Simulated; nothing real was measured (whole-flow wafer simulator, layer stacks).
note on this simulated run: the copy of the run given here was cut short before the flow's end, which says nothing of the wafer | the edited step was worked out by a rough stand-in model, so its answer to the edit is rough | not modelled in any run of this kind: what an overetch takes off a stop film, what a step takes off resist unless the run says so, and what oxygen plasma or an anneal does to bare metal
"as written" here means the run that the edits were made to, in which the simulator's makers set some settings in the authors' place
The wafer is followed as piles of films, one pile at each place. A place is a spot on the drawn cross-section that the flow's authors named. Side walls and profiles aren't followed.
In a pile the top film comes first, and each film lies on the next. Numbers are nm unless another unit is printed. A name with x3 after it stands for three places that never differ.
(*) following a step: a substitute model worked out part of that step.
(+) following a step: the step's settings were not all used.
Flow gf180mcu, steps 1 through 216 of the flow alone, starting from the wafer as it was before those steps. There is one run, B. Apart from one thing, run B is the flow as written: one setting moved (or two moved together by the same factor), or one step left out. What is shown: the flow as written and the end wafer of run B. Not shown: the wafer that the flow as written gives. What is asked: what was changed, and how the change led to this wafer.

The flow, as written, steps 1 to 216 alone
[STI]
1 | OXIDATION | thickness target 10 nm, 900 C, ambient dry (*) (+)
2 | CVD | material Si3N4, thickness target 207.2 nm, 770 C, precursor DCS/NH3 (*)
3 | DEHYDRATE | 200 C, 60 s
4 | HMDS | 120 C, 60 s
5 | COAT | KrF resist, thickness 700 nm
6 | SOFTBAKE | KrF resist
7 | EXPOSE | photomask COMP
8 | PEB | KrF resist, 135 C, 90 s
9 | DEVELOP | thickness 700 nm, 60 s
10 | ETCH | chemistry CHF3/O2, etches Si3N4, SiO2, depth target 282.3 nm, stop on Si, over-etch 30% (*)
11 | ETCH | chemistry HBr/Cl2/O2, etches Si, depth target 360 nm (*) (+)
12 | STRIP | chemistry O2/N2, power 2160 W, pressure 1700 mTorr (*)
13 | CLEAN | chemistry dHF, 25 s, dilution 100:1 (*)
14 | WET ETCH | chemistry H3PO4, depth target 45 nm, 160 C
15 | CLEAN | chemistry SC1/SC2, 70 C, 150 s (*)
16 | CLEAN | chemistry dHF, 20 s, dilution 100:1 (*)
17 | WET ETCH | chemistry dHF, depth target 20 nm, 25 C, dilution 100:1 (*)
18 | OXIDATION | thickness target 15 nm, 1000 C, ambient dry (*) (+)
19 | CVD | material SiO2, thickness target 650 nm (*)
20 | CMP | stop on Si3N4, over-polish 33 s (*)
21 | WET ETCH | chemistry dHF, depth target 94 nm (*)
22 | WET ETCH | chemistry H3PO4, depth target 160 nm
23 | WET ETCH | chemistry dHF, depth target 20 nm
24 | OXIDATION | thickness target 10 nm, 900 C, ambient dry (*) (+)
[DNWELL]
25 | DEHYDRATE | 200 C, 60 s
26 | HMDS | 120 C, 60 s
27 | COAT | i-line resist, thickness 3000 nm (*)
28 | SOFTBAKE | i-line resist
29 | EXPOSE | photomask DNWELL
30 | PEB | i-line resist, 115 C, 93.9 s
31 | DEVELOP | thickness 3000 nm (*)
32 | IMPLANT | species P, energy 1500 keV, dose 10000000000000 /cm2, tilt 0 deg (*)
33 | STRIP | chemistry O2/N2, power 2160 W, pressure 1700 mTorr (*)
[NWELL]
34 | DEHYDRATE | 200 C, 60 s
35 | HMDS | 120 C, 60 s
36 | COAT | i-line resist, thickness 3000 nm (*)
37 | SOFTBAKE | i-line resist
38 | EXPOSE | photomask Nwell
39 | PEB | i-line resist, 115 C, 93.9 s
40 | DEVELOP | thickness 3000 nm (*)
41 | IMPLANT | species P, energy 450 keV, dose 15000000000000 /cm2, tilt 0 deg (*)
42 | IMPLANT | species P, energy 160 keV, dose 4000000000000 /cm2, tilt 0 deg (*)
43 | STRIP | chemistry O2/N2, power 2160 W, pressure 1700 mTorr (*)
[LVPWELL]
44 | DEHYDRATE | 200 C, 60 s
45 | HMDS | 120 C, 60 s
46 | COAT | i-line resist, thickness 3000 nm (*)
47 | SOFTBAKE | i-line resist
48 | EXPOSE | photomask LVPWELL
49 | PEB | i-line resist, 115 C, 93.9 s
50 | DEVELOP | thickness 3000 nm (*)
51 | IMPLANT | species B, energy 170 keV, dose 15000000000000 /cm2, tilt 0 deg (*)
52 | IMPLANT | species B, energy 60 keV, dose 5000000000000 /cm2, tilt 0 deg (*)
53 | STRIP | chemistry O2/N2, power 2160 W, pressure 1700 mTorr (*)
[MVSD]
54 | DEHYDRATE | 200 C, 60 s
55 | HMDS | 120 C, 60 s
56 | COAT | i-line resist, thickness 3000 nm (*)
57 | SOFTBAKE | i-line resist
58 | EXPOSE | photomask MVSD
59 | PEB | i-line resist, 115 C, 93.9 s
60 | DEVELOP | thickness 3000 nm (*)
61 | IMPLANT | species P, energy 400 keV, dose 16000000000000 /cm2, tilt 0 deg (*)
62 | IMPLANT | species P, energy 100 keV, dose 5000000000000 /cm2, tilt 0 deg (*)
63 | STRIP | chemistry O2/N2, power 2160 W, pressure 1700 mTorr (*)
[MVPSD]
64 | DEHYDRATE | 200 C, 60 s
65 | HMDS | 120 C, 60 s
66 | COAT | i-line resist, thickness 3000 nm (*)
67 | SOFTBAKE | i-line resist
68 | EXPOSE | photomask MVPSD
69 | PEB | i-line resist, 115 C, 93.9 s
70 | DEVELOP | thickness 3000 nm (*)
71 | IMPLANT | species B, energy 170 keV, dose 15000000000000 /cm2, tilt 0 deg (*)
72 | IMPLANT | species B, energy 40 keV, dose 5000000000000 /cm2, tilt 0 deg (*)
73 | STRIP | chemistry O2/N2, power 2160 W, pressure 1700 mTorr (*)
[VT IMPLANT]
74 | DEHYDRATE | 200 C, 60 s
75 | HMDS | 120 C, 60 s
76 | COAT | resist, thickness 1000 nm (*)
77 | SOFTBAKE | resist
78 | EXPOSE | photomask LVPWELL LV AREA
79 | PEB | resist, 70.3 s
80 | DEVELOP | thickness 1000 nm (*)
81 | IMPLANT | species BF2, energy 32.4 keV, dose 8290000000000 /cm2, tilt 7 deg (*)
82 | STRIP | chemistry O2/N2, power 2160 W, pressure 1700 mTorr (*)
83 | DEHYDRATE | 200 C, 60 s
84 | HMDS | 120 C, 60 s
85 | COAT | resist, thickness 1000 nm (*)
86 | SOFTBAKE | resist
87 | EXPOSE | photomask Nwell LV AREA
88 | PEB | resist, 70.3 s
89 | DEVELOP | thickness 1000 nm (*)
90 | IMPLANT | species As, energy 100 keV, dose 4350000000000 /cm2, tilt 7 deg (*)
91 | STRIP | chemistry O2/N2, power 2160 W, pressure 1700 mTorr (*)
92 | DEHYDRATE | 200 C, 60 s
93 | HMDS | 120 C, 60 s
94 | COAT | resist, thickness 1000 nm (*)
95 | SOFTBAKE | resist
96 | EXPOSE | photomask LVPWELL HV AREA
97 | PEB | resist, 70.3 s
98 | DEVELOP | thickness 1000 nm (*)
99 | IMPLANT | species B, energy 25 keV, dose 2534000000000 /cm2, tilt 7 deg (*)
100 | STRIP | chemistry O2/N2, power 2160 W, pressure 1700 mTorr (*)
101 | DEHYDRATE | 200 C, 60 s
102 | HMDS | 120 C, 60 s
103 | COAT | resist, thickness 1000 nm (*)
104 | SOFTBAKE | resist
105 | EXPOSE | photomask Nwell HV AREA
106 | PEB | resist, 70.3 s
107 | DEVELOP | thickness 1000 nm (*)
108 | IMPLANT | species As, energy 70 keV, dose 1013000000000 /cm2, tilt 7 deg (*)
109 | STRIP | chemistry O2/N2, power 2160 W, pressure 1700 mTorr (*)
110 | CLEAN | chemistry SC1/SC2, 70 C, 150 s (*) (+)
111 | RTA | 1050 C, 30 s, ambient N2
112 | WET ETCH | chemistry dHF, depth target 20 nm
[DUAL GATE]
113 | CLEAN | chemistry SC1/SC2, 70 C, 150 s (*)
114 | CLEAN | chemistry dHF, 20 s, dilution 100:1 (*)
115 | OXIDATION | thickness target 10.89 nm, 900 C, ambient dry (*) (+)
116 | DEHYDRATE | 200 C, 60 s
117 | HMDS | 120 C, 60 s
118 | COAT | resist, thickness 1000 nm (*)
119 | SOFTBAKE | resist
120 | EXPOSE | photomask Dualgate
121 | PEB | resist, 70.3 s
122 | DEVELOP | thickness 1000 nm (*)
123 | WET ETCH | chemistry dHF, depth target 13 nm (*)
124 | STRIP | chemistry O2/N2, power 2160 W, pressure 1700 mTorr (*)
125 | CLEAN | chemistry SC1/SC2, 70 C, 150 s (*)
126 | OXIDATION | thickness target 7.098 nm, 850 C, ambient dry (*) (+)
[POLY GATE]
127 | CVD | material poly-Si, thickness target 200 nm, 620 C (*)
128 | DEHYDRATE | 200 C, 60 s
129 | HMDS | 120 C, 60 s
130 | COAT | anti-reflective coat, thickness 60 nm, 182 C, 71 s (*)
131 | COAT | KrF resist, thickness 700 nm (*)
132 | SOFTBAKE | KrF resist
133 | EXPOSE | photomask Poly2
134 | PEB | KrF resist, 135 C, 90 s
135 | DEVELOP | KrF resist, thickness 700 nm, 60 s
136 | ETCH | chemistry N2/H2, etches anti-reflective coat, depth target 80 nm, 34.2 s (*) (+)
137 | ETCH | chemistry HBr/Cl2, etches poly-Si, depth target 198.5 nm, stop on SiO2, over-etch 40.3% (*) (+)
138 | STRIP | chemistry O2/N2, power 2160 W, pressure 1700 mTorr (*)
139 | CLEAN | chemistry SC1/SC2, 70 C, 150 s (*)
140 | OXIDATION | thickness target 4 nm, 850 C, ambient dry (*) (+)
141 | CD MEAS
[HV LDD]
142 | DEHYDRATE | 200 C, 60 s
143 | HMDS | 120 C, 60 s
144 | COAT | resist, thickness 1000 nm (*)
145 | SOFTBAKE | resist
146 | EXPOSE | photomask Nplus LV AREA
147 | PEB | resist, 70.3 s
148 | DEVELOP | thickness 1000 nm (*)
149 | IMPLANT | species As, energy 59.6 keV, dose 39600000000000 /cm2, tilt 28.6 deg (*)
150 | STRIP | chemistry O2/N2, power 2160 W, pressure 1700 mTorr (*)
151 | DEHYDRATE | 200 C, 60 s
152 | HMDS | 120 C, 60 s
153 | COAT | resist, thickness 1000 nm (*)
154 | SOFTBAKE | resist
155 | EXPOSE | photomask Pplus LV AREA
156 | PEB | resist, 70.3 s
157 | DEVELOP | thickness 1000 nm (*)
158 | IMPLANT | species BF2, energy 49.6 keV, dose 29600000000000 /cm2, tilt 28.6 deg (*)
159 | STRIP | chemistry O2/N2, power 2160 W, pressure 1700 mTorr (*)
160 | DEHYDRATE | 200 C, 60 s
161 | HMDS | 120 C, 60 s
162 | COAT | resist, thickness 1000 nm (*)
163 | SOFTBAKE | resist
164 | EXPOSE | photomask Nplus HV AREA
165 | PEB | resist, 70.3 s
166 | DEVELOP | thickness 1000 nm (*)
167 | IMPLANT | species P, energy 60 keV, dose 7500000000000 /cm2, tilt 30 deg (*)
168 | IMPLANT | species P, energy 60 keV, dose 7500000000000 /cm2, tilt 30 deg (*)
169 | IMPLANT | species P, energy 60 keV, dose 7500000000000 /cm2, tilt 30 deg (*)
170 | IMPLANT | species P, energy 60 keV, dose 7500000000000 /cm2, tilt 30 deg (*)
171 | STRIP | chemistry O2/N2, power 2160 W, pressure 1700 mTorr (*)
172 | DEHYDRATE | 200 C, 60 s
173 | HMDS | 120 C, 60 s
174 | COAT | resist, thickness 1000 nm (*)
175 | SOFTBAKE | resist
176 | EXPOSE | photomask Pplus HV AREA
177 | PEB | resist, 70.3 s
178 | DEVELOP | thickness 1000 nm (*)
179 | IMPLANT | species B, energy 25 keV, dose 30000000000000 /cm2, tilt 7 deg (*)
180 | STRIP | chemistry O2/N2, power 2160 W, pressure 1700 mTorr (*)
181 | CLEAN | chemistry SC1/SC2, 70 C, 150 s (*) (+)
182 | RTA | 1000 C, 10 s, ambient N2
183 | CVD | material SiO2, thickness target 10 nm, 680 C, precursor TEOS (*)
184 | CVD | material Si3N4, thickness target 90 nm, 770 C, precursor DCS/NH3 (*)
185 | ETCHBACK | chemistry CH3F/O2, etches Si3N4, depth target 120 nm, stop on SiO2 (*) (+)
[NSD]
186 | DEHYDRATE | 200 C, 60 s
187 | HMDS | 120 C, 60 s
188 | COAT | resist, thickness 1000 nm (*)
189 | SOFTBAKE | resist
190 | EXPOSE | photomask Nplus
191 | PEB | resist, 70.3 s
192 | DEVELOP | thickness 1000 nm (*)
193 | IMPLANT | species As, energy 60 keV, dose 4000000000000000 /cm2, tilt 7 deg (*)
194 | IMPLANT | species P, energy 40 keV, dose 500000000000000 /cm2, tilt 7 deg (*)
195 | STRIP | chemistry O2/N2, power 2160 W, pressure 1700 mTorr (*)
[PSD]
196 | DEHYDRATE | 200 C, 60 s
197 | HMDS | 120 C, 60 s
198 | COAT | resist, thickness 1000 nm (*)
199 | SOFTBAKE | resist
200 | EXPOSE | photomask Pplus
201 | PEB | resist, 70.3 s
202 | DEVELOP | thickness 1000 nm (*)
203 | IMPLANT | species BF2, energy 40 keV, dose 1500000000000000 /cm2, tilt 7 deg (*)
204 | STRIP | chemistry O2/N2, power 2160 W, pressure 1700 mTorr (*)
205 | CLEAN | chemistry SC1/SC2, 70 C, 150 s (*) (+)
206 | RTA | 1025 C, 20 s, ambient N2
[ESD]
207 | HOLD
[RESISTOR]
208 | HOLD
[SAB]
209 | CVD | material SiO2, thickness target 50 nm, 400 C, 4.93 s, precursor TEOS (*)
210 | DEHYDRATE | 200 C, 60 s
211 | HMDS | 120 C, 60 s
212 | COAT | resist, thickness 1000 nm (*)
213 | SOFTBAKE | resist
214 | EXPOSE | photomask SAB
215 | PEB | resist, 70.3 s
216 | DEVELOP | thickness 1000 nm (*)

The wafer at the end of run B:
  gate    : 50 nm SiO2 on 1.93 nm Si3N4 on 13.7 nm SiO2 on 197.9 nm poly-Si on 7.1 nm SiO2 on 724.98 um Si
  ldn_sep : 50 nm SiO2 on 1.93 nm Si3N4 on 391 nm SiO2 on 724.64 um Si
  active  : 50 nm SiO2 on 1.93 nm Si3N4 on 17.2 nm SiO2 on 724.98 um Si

Cause: step 184, CVD: thickness target 122 nm was run, though the flow has thickness target 90 nm.

The path from the change to this, step by step:
  184 | CVD | material Si3N4, thickness target 90 nm, 770 C, precursor DCS/NH3 (*)
      field, field__w1, field__w2 and 101 more: +122 Si3N4 (new film) (in the flow as written it would be: +90 Si3N4 (new film))
  185 | ETCHBACK | chemistry CH3F/O2, etches Si3N4, depth target 120 nm, stop on SiO2 (*) (+)
      field, field__w1, field__w2 and 100 more: -120 Si3N4 (in the flow as written it would be: -90 Si3N4 (all of it), -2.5 SiO2)
  188 | COAT | resist, thickness 1000 nm (*)
      spacer: +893 resist (new film) (in the flow as written it would be: +920.2 resist (new film))
  189 | SOFTBAKE | resist
      field__w9: -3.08 resist (in the flow as written it would be: +6.92 resist)
      field__w6: +8.05 resist (in the flow as written it would be: +7.53 resist)
      (and at 10 other places as well)
  192 | DEVELOP | thickness 1000 nm (*)
      spacer: -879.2 resist (all of it) (in the flow as written it would be: -905.9 resist (all of it))
  198 | COAT | resist, thickness 1000 nm (*)
      spacer: +893 resist (new film) (in the flow as written it would be: +920.2 resist (new film))
  199 | SOFTBAKE | resist
      field__w9: -3.08 resist (in the flow as written it would be: +6.92 resist)
      field__w6: +8.05 resist (in the flow as written it would be: +7.53 resist)
      (and at 10 other places as well)
  204 | STRIP | chemistry O2/N2, power 2160 W, pressure 1700 mTorr (*)
      spacer: -879.2 resist (all of it) (in the flow as written it would be: -905.9 resist (all of it))
  205 | CLEAN | chemistry SC1/SC2, 70 C, 150 s (*) (+)
      field, field__w1, field__w2 and 105 more: -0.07 Si3N4 (in the flow as written it would be: -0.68 SiO2)
  209 | CVD | material SiO2, thickness target 50 nm, 400 C, 4.93 s, precursor TEOS (*)
      field, field__w7, field__w8 and 73 more: +50 SiO2 (new film) (in the flow as written it would be: +50 SiO2)
      field_sub__w1, field_sub__w3, field_sub__w4, field_sub__w5, ld_drift_n: +48.8 SiO2 (new film) (in the flow as written it would be: +48.9 SiO2)
      (and at 27 other places as well)
  212 | COAT | resist, thickness 1000 nm (*)
      spacer: +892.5 resist (new film) (in the flow as written it would be: +919.4 resist (new film))
  213 | SOFTBAKE | resist
      npoly_sal: +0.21 resist (in the flow as written it would be: -0.55 resist)
      field__w5: +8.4 resist (in the flow as written it would be: +7.65 resist)
      (and at 8 other places as well)
  216 | DEVELOP | thickness 1000 nm (*)
      spacer: -878.7 resist (all of it) (in the flow as written it would be: -905.1 resist (all of it))
